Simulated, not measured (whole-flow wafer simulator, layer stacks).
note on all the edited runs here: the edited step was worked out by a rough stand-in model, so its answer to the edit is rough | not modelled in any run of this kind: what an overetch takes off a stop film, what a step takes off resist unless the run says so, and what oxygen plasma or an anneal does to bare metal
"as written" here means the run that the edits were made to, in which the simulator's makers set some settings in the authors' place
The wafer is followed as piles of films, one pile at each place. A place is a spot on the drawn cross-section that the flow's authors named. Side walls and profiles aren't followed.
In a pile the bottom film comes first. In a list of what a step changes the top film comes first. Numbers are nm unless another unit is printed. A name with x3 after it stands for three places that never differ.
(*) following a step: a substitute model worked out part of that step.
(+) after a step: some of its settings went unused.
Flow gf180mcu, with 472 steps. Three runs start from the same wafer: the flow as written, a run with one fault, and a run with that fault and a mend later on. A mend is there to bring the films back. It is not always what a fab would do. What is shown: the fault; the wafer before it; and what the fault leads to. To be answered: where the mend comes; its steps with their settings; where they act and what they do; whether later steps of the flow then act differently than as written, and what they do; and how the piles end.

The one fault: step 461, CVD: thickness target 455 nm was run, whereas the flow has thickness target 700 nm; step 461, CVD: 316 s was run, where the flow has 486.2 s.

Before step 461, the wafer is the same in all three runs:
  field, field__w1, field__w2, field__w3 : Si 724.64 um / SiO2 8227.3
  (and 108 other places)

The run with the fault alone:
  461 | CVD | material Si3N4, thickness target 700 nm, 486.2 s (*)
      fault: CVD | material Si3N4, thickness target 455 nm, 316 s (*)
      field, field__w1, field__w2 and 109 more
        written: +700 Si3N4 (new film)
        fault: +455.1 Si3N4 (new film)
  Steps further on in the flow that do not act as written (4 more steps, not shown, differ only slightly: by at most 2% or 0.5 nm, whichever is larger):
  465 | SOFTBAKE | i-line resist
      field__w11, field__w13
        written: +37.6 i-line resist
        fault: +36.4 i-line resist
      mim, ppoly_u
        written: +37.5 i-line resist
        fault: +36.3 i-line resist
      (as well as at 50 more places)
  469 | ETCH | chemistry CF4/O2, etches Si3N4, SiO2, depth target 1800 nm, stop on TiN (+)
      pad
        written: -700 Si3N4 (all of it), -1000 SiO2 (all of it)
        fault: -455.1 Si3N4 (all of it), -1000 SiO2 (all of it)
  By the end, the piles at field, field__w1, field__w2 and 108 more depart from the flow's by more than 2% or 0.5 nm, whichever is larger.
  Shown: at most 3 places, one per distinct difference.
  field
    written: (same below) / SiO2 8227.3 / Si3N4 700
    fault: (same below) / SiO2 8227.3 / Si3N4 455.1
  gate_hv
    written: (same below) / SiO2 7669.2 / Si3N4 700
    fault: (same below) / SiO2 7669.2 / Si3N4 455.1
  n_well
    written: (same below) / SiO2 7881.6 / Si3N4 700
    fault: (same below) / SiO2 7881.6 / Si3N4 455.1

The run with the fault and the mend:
  The mend follows step 468.
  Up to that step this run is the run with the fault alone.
  468a | STRIP | chemistry O2/N2, power 2160 W, pressure 1700 mTorr (*)
      iso_ptap_pw, iso_ntap_nw, iso_nw_fld and 33 more
        -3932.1 i-line resist (all of it)
      p_well, sti, spacer, sd_n, mim_1p0, dice_street
        -3938.1 i-line resist (all of it)
      field__w2, field__w3, field__w12
        -3984.8 i-line resist (all of it)
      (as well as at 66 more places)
  468b | CVD | material Si3N4, thickness target 245 nm, 170.2 s (*) (the flow's step 461 again, with other settings)
      field, field__w1, field__w2 and 109 more
        +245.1 Si3N4
  468c | HMDS | 120 C, 60 s (the flow's step 463 again)
      leaves every film unchanged at each place that is followed
  468d | COAT | i-line resist, thickness 4000 nm (*) (the flow's step 464 again)
      iso_ptap_pw, iso_ntap_nw, iso_nw_fld and 33 more
        +4000 i-line resist (new film)
      field__w5, field__w9, field__w11, field__w13, gate_p_hv, nplus_u
        +4017 i-line resist (new film)
      p_well, sti, spacer, sd_n, mim_1p0, dice_street
        +4006.3 i-line resist (new film)
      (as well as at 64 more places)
  468e | SOFTBAKE | i-line resist (the flow's step 465 again)
      field__w11, field__w13, mim, ppoly_u
        +37.5 i-line resist
      ld_fp_p, ld_drift_p, ld_drn_p
        +33.8 i-line resist
      field__w2, field_sub__w3
        +33.3 i-line resist
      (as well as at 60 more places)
  468f | EXPOSE | photomask Pad (the flow's step 466 again)
      leaves every film unchanged at each place that is followed
  468g | PEB | i-line resist, 115 C, 93.9 s (the flow's step 467 again)
      iso_ptap_pw, iso_ntap_nw, iso_nw_fld and 33 more
        -67.9 i-line resist
      field, field__w2, field__w3 and 25 more
        -68.8 i-line resist
      field_sub, field_sub__w1, field_sub__w2 and 23 more
        -68.7 i-line resist
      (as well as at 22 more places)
  468h | DEVELOP | thickness 4000 nm (*) (the flow's step 468 again)
      field__w7, field__w9, field_sub__w1 and 13 more
        -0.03 i-line resist
      pad
        -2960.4 i-line resist (all of it)
  Later steps of the flow that are run all act as written at every place that is followed, up to a difference of at most 2% or 0.5 nm, whichever is larger.
  When the end is reached, the piles differ only a little from the flow's at the places that both follow, at most by 2% or 0.5 nm, whichever is larger.
